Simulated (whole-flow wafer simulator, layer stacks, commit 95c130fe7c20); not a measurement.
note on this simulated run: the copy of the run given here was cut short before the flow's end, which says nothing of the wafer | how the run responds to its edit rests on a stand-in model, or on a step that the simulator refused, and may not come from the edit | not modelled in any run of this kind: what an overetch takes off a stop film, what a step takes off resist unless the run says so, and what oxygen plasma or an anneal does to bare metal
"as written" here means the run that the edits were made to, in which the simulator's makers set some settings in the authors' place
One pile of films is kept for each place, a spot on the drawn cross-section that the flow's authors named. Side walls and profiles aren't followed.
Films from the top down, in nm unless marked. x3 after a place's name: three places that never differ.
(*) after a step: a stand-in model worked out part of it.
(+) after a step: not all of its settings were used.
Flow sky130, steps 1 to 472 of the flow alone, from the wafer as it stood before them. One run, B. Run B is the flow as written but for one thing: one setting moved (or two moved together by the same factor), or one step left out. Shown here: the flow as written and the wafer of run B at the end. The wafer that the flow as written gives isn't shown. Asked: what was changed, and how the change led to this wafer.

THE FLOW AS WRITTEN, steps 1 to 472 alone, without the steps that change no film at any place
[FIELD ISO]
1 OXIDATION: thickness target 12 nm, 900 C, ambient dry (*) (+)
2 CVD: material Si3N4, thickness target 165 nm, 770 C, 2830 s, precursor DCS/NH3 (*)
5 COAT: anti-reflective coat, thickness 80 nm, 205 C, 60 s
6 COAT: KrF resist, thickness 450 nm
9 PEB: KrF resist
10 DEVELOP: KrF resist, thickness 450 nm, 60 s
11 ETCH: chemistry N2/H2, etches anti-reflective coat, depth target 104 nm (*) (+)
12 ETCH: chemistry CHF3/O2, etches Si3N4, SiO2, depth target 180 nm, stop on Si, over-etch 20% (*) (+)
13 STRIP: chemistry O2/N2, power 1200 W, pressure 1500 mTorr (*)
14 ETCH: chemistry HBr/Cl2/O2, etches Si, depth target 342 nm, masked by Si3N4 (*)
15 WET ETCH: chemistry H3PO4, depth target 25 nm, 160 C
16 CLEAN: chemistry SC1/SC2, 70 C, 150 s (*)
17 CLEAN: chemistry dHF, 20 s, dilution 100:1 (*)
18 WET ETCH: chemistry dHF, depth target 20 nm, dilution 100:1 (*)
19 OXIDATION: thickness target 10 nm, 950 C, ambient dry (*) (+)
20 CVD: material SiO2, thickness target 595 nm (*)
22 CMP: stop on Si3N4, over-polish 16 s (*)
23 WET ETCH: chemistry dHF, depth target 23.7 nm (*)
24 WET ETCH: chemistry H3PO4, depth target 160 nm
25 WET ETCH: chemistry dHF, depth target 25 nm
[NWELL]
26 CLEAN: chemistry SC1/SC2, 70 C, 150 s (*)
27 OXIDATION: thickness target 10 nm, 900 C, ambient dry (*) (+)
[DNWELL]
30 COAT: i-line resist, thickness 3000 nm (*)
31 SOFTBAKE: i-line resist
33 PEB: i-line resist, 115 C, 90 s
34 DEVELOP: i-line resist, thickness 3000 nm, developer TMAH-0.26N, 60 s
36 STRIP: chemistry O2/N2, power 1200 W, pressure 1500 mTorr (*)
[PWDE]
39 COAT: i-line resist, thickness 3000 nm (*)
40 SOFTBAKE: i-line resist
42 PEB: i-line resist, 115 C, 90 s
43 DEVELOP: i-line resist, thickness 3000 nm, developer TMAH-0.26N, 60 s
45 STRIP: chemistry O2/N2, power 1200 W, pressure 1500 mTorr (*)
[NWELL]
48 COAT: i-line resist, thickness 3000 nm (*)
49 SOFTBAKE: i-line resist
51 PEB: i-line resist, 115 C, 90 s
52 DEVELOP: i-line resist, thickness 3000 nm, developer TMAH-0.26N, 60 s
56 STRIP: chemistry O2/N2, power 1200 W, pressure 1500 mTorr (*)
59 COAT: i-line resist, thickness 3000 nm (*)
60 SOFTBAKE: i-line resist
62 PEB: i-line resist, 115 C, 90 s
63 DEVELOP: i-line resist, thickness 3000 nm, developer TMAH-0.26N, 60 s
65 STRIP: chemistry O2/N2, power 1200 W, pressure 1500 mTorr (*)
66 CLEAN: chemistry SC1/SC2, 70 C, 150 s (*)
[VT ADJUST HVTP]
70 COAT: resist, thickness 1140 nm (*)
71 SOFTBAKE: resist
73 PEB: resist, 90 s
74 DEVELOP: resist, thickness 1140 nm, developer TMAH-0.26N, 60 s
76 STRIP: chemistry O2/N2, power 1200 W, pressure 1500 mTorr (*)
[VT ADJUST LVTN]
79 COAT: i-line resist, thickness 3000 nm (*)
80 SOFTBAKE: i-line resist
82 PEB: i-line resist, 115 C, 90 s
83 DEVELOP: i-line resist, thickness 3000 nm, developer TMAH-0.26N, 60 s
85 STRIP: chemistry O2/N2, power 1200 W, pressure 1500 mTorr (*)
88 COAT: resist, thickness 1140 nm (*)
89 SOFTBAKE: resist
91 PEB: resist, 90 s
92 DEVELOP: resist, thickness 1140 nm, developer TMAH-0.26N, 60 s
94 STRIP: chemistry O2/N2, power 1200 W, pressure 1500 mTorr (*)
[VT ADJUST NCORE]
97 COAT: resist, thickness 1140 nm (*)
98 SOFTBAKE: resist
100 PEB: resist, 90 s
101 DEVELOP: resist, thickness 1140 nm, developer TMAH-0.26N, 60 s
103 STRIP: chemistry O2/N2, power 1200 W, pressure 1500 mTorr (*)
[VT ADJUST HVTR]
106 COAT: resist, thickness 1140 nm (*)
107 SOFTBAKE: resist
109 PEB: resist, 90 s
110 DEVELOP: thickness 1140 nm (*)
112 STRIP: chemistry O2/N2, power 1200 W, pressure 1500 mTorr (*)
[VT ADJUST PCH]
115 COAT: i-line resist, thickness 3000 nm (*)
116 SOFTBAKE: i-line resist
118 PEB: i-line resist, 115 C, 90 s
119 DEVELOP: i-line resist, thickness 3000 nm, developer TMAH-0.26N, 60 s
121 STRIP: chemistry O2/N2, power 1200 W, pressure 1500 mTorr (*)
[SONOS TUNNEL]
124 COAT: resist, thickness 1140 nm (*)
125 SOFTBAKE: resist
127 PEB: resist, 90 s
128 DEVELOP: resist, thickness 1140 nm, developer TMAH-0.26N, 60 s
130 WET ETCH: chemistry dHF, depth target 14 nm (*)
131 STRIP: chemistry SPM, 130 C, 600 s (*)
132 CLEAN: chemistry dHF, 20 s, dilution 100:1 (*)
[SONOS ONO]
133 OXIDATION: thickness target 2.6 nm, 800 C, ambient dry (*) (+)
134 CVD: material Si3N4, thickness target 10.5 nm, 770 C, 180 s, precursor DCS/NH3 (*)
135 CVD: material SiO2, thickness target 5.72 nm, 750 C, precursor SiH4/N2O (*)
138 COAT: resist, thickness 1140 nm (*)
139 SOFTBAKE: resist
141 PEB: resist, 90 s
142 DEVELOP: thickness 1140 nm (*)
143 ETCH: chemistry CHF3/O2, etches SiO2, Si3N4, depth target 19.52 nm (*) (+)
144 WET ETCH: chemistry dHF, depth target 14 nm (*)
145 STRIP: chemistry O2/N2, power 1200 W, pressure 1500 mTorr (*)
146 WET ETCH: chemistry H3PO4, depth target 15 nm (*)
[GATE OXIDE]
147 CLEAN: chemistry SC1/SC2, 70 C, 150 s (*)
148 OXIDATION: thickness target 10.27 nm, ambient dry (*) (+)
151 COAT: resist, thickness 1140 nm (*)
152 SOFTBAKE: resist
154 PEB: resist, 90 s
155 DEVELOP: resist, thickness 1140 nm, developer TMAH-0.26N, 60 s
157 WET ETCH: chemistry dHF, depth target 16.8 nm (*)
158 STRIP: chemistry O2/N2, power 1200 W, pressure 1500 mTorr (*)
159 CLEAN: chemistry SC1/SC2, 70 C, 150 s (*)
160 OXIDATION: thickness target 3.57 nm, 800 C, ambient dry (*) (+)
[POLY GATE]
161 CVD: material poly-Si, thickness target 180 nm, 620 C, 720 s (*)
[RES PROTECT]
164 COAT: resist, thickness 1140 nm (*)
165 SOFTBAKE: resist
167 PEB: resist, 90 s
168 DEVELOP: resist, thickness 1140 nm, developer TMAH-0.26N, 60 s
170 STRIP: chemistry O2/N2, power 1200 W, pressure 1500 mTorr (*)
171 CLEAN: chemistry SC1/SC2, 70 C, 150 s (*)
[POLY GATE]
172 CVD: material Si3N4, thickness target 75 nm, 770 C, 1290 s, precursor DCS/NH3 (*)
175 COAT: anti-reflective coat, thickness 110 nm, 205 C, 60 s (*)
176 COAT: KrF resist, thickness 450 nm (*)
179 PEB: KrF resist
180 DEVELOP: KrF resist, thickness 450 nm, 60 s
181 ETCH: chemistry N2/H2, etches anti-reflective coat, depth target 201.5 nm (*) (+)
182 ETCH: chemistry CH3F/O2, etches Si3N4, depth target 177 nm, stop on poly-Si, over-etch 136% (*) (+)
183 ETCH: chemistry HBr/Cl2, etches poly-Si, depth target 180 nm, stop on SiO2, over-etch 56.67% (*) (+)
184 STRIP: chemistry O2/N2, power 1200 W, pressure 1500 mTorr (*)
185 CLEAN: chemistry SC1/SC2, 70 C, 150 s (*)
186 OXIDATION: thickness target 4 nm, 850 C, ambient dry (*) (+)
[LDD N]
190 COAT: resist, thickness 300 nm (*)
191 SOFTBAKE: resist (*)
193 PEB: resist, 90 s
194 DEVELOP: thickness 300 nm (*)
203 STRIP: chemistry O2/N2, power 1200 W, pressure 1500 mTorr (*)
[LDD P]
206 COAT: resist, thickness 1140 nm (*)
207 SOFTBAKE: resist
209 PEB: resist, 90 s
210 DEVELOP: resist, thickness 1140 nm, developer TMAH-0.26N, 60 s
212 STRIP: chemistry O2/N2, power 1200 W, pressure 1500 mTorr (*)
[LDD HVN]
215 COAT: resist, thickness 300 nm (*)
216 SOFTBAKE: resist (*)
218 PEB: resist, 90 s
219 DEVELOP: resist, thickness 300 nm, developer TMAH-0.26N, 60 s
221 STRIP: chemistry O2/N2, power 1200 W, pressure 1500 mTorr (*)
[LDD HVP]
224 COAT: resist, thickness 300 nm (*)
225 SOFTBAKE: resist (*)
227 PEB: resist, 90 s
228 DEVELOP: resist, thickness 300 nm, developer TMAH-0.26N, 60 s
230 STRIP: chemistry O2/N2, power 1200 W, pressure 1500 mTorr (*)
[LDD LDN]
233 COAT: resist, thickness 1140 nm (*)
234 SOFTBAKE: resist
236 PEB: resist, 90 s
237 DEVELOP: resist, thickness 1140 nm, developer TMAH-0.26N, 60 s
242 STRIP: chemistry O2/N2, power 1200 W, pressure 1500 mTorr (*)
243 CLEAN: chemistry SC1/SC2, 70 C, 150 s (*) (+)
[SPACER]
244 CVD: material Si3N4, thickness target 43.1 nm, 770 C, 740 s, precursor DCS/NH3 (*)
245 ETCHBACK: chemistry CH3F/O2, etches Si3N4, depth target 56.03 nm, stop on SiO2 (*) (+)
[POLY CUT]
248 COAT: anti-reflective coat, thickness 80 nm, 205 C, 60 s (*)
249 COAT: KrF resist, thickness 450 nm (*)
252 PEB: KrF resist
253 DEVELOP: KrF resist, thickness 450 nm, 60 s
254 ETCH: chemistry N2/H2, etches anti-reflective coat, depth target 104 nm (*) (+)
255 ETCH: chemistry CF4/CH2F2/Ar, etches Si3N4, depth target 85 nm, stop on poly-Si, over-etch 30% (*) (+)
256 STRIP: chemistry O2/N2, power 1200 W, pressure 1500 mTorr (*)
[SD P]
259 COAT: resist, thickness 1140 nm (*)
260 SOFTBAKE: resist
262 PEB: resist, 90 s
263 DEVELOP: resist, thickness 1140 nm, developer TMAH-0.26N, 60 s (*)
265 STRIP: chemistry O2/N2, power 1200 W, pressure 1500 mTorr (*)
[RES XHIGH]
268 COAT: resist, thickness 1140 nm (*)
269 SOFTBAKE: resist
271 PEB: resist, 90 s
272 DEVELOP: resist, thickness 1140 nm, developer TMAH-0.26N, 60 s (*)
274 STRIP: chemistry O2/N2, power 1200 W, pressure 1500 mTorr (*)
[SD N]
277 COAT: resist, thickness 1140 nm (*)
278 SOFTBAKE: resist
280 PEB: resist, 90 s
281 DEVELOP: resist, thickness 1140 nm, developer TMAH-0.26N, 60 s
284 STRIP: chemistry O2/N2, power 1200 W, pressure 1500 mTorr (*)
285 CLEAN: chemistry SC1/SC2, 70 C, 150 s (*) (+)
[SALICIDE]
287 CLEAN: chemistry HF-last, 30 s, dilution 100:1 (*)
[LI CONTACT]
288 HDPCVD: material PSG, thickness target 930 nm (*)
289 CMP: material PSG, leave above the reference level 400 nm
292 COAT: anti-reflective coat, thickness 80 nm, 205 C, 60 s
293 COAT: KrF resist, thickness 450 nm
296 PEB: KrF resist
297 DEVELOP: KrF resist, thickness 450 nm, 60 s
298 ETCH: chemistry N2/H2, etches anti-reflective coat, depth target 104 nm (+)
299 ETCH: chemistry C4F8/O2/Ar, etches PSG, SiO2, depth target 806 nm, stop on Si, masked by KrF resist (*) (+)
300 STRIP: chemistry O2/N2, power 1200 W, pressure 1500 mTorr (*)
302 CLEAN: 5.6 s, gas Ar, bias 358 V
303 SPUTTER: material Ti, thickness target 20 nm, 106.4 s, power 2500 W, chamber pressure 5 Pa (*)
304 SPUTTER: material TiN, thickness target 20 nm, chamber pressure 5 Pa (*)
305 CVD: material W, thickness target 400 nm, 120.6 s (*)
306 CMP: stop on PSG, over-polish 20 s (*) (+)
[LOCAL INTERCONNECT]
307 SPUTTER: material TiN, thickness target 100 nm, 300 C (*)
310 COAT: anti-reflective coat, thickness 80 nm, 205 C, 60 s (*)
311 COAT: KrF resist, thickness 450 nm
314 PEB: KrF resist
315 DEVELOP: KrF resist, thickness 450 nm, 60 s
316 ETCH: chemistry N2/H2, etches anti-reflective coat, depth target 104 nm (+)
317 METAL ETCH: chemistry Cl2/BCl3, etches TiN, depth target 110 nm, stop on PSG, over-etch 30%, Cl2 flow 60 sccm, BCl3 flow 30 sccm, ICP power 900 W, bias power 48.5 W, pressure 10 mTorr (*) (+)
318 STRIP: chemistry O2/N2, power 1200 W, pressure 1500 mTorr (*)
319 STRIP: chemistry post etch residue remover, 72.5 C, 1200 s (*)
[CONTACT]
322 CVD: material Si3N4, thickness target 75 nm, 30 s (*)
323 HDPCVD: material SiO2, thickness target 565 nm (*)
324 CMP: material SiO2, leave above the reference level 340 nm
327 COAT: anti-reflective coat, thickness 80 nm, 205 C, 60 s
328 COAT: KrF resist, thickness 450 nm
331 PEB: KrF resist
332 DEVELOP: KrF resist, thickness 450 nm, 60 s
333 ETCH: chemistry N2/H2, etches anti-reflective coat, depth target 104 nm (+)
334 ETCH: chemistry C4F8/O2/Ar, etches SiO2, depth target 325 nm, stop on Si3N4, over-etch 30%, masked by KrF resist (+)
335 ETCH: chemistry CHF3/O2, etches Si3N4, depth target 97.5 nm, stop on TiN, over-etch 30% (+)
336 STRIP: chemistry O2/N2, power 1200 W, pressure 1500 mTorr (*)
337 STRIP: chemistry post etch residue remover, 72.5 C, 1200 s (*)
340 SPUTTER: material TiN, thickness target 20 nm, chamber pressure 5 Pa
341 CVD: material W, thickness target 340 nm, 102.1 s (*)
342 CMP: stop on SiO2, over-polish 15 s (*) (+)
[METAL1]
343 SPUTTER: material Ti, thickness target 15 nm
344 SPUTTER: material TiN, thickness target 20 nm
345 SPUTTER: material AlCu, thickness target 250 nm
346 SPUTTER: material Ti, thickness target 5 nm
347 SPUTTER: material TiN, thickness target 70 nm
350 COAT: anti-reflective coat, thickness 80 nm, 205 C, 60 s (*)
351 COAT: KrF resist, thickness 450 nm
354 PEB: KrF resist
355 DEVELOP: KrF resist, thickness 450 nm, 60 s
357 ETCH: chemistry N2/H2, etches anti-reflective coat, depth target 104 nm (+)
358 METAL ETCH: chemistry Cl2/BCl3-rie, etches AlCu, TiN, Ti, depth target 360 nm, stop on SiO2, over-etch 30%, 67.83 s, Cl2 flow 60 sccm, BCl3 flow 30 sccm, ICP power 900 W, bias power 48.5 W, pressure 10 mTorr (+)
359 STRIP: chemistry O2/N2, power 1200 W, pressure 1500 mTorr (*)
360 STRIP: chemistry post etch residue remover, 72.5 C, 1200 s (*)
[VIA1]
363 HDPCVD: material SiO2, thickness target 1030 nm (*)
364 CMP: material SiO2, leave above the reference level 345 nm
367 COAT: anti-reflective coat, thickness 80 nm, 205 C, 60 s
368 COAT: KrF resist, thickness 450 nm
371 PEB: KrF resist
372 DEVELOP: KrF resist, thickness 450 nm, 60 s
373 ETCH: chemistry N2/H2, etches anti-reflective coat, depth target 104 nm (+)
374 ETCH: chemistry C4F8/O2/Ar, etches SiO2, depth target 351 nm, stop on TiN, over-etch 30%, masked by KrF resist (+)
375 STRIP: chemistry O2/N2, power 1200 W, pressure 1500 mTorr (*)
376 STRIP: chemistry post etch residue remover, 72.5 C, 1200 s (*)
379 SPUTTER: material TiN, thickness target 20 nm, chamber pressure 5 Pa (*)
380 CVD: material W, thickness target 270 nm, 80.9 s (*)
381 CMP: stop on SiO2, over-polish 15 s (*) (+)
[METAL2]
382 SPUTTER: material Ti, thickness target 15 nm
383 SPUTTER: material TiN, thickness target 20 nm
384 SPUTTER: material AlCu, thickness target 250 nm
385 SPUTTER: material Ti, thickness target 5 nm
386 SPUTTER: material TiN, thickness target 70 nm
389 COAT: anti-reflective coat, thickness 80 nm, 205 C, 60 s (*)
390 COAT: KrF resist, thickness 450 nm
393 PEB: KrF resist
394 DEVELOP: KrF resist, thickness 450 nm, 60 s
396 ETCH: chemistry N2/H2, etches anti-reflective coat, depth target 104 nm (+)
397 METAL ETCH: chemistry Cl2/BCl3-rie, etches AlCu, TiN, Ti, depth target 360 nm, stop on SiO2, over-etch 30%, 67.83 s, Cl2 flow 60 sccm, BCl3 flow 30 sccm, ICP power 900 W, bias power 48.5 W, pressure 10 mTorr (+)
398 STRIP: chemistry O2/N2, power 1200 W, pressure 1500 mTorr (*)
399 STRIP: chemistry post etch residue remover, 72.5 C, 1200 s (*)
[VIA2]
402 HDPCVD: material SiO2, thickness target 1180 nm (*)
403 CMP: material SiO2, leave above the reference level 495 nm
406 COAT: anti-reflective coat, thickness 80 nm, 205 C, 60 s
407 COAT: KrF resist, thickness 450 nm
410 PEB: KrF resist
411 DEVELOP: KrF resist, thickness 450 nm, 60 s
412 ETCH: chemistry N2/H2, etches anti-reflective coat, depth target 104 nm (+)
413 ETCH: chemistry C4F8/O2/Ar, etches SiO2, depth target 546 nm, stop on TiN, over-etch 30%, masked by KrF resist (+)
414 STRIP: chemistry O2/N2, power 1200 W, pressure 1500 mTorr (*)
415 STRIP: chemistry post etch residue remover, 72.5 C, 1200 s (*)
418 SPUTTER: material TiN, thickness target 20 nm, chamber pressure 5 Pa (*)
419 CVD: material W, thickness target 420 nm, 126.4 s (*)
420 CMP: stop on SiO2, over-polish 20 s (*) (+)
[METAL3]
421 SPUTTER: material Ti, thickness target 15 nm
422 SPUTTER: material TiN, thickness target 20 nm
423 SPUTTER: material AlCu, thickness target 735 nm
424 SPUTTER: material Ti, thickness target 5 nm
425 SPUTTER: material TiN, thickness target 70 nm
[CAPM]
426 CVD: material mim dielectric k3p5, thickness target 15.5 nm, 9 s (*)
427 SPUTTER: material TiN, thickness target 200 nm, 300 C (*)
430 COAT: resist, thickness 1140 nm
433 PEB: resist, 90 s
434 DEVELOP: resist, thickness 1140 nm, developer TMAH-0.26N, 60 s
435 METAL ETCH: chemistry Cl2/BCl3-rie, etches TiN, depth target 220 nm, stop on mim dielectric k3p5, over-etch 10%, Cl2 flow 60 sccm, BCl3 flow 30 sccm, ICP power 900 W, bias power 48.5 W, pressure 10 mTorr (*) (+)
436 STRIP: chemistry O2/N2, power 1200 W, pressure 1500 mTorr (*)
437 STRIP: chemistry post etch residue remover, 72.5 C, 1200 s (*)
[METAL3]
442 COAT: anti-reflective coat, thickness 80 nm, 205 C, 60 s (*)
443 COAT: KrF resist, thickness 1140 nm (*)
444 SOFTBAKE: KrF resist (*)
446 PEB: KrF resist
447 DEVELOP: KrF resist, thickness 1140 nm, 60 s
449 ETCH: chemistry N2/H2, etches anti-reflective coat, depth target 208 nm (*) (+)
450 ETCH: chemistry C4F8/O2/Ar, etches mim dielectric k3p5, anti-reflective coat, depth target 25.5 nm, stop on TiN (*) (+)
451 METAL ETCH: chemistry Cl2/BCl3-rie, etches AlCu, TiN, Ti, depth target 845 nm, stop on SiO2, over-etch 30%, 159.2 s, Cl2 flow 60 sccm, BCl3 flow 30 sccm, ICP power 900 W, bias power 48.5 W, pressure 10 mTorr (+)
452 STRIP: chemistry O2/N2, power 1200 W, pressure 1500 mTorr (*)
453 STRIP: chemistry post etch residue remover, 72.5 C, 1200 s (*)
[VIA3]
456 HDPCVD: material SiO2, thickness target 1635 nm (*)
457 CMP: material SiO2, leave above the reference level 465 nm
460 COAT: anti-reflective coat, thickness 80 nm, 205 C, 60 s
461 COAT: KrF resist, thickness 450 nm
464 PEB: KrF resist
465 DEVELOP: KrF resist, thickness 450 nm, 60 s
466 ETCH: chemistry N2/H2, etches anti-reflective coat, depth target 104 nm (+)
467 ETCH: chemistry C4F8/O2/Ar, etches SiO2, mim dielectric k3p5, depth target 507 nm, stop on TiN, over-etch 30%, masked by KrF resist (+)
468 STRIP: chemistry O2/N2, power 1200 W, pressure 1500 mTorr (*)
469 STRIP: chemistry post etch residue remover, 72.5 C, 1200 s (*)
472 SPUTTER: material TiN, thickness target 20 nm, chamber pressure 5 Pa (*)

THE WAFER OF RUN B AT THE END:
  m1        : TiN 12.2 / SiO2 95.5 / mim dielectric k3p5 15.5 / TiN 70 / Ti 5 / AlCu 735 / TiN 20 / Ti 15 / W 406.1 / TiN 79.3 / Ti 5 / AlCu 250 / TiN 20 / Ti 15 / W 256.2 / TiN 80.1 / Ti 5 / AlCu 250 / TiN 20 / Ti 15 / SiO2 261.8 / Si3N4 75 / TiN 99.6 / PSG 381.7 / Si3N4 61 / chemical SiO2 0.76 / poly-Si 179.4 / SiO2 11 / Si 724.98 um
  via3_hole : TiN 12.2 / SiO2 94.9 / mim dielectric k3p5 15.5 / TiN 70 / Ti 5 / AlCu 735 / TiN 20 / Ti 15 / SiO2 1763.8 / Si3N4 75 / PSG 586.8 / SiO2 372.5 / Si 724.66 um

The cause: step 467, ETCH: depth target 279 nm was run, where the flow has depth target 507 nm.

How the change led to this, step by step:
  467 ETCH: chemistry C4F8/O2/Ar, etches SiO2, mim dielectric k3p5, depth target 507 nm, stop on TiN, over-etch 30%, masked by KrF resist (+)
      m1: SiO2 -279 (as written it would be: SiO2 -374.5 (all of it), mim dielectric k3p5 -15.5 (all of it))
      via3_hole: SiO2 -279 (as written it would be: SiO2 -373.9 (all of it), mim dielectric k3p5 -15.5 (all of it))
      (and at 190 more places)
  468 STRIP: chemistry O2/N2, power 1200 W, pressure 1500 mTorr (*)
      field, active, n_well and 187 more: KrF resist -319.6 (all of it), anti-reflective coat -80 (all of it) (as written it would be: KrF resist -274 (all of it), anti-reflective coat -80 (all of it))
  472 SPUTTER: material TiN, thickness target 20 nm, chamber pressure 5 Pa (*)
      m1, via3_hole: TiN +12.2 (new film) (as written it would be: TiN +10.6)
Counting metal films that touch as one body, m1 has 3 bodies (between them, from the top down: SiO2 95.5 / mim dielectric k3p5 15.5; SiO2 261.8 / Si3N4 75); the flow as written gives 2 bodies (between them, from the top down: SiO2 261.8 / Si3N4 75).
Counting metal films that touch as one body, via3_hole has 2 bodies (between them, from the top down: SiO2 94.9 / mim dielectric k3p5 15.5); the flow as written gives 1 body.
